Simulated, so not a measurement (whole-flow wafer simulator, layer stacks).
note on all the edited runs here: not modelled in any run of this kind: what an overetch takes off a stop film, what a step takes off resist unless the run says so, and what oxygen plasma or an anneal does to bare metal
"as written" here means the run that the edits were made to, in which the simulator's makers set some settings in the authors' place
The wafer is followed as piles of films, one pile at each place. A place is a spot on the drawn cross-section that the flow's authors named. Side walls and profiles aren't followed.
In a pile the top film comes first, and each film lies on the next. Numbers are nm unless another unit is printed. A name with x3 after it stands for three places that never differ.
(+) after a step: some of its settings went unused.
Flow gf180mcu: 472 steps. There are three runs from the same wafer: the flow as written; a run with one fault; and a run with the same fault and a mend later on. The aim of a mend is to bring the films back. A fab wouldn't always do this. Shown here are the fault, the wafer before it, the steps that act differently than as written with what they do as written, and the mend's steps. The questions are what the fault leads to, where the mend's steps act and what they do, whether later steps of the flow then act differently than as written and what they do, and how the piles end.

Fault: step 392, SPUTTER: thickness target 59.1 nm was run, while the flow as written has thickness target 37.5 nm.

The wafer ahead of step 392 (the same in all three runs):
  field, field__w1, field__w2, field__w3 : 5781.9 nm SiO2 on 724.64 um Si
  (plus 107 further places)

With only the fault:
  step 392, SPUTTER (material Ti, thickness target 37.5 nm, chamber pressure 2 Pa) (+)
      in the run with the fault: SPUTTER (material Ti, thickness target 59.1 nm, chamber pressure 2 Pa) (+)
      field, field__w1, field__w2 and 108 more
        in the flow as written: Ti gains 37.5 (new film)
        in the run with the fault: Ti gains 59.1 (new film)
  Steps further on in the flow that do not act as written (1 more step, not shown, differs only slightly: by at most 2% or 0.5 nm, whichever is larger):
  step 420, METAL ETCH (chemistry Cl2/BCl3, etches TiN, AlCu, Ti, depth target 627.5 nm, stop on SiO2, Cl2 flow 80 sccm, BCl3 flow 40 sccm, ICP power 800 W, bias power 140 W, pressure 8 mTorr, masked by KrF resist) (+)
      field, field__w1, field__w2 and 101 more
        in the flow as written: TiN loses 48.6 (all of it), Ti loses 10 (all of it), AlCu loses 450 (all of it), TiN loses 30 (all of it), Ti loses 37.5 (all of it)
        in the run with the fault: TiN loses 48.6 (all of it), Ti loses 10 (all of it), AlCu loses 450 (all of it), TiN loses 30 (all of it), Ti loses 59.1 (all of it)
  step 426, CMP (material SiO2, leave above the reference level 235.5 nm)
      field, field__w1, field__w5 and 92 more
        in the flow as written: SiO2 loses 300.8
        in the run with the fault: SiO2 loses 279.2
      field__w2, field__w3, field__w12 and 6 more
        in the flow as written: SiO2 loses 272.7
        in the run with the fault: SiO2 loses 250.1
  At field__w4, field__w8, contact, m1, m1__w1, mim, mim_1p0, m1_nw, the piles at the end differ from the flow's by more than 2% or 0.5 nm, whichever is larger.
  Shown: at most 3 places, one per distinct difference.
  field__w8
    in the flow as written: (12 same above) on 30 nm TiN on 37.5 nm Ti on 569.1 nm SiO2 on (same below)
    in the run with the fault: (12 same above) on 30 nm TiN on 59.1 nm Ti on 569.1 nm SiO2 on (same below)
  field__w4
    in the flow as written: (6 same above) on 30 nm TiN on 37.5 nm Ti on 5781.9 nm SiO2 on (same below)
    in the run with the fault: (6 same above) on 30 nm TiN on 59.1 nm Ti on 5781.9 nm SiO2 on (same below)
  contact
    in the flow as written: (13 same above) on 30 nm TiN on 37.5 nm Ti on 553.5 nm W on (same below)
    in the run with the fault: (13 same above) on 30 nm TiN on 59.1 nm Ti on 553.5 nm W on (same below)

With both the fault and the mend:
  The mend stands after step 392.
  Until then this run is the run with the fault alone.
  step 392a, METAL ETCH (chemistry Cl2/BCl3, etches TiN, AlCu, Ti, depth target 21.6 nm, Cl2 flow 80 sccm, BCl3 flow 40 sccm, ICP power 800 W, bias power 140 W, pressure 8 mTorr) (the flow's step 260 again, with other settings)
      field, field__w1, field__w2 and 108 more
        Ti loses 21.6
  Every later step of the flow that is run acts as written at every place that is followed.
  By the end, the piles equal the flow's at every place that both follow.
